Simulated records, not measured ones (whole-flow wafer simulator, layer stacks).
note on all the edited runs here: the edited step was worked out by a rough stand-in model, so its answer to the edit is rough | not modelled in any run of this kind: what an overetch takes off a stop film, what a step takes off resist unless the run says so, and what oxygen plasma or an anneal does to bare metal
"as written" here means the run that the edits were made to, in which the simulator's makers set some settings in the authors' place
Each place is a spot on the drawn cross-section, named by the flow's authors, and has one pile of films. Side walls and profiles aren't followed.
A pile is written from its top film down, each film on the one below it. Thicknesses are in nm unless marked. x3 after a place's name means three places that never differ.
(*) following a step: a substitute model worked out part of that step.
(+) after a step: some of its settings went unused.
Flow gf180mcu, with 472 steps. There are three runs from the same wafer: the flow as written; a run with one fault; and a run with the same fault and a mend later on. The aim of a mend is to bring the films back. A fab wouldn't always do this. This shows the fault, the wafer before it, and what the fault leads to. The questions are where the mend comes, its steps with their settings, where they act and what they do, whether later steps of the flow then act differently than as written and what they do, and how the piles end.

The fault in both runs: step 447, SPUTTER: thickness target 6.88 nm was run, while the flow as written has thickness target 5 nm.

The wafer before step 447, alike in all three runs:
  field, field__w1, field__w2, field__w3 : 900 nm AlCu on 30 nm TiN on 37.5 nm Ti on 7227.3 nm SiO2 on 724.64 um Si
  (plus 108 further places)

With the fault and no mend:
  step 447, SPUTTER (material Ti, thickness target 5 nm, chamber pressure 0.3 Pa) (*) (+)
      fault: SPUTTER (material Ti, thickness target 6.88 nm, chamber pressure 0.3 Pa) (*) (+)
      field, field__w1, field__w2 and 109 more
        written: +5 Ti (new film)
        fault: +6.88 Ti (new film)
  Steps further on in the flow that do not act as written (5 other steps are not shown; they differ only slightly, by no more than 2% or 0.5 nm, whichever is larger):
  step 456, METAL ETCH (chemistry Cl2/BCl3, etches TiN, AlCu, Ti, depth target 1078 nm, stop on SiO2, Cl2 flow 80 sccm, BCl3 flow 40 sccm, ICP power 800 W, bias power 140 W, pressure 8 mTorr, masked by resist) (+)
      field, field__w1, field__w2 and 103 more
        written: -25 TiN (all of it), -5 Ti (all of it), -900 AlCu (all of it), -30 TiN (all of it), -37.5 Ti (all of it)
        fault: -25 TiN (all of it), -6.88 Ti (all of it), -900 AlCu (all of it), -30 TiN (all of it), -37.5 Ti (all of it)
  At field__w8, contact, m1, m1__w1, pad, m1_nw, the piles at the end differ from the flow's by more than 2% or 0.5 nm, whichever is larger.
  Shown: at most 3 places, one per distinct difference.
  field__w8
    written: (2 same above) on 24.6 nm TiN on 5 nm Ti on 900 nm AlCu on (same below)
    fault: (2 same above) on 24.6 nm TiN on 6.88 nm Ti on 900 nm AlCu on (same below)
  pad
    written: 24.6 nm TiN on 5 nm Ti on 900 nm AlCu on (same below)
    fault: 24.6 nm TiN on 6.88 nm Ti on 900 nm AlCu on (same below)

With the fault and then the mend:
  After step 455 comes the mend.
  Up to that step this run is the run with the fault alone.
  step 456, METAL ETCH (chemistry Cl2/BCl3, etches TiN, AlCu, Ti, depth target 1079 nm, stop on SiO2, Cl2 flow 80 sccm, BCl3 flow 40 sccm, ICP power 800 W, bias power 140 W, pressure 8 mTorr, masked by resist) (+) (the flow's step 456, where the flow has depth target 1078 nm)
      field, field__w1, field__w2 and 103 more
        -25 TiN (all of it), -6.88 Ti (all of it), -900 AlCu (all of it), -30 TiN (all of it), -37.5 Ti (all of it)
      field__w8, contact, m1, m1__w1, pad, m1_nw
        -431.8 resist
  Every later step of the flow that is run acts as written, at every place that is followed, to within 2% or 0.5 nm, whichever is larger.
  At field__w8, contact, m1, m1__w1, pad, m1_nw, the piles at the end differ from the flow's by more than 2% or 0.5 nm, whichever is larger.
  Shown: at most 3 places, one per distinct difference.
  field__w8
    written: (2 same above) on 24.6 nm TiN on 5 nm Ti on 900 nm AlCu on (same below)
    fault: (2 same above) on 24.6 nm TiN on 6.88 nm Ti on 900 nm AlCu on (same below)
    mend: (2 same above) on 24.6 nm TiN on 6.88 nm Ti on 900 nm AlCu on (same below)
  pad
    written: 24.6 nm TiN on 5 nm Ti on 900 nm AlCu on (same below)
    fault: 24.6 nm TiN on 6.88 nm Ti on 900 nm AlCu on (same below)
    mend: 24.6 nm TiN on 6.88 nm Ti on 900 nm AlCu on (same below)
